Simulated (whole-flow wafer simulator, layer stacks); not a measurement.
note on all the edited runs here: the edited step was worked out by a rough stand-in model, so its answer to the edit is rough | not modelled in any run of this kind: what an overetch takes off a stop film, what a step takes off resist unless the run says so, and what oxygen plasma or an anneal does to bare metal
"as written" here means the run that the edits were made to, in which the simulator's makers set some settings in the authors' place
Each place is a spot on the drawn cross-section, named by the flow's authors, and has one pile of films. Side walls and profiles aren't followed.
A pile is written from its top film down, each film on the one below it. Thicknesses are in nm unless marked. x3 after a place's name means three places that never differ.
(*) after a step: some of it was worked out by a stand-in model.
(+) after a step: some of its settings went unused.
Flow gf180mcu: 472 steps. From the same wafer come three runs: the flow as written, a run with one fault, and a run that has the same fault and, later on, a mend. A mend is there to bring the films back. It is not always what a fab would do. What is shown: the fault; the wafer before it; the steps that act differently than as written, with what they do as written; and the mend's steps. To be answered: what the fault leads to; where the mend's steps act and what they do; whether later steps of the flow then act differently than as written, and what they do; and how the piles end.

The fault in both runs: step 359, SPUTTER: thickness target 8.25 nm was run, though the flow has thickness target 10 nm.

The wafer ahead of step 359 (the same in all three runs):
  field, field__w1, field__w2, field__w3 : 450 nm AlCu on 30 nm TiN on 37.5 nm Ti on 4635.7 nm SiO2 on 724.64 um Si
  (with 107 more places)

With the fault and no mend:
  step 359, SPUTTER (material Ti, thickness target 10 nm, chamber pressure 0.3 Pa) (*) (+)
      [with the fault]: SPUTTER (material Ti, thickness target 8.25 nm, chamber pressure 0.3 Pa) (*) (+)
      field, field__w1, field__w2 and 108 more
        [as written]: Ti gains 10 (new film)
        [with the fault]: Ti gains 8.25 (new film)
  Steps later in the flow that act otherwise than as written (4 other steps are not shown; they differ only slightly, by no more than 2% or 0.5 nm, whichever is larger):
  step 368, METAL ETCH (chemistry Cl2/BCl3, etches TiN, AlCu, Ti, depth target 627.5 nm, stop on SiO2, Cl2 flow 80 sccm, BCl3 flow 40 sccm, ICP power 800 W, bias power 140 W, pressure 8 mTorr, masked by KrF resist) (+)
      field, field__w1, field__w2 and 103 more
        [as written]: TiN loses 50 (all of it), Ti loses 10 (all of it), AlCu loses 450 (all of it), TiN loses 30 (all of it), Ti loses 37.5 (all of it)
        [with the fault]: TiN loses 50 (all of it), Ti loses 8.25 (all of it), AlCu loses 450 (all of it), TiN loses 30 (all of it), Ti loses 37.5 (all of it)
  The piles end different from the flow's at field__w8, contact, m1, m1__w1, m1_nw by more than 2% or 0.5 nm, whichever is larger.
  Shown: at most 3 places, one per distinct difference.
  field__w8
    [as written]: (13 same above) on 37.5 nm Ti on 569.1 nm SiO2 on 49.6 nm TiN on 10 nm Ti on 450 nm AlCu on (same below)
    [with the fault]: (13 same above) on 37.5 nm Ti on 570.9 nm SiO2 on 49.6 nm TiN on 8.25 nm Ti on 450 nm AlCu on (same below)
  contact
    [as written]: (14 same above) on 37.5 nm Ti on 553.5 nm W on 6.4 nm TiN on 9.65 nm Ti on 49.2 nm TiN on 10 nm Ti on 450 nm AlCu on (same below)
    [with the fault]: (14 same above) on 37.5 nm Ti on 555.3 nm W on 6.4 nm TiN on 9.64 nm Ti on 49.2 nm TiN on 8.25 nm Ti on 450 nm AlCu on (same below)

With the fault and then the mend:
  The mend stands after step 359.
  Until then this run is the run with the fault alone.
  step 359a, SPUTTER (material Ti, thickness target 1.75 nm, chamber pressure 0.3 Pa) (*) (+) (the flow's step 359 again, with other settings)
      field, field__w1, field__w2 and 108 more
        Ti gains 1.75
  Every later step of the flow that is run acts as written at every place that is followed.
  The piles end the same as the flow's at every place that both follow.
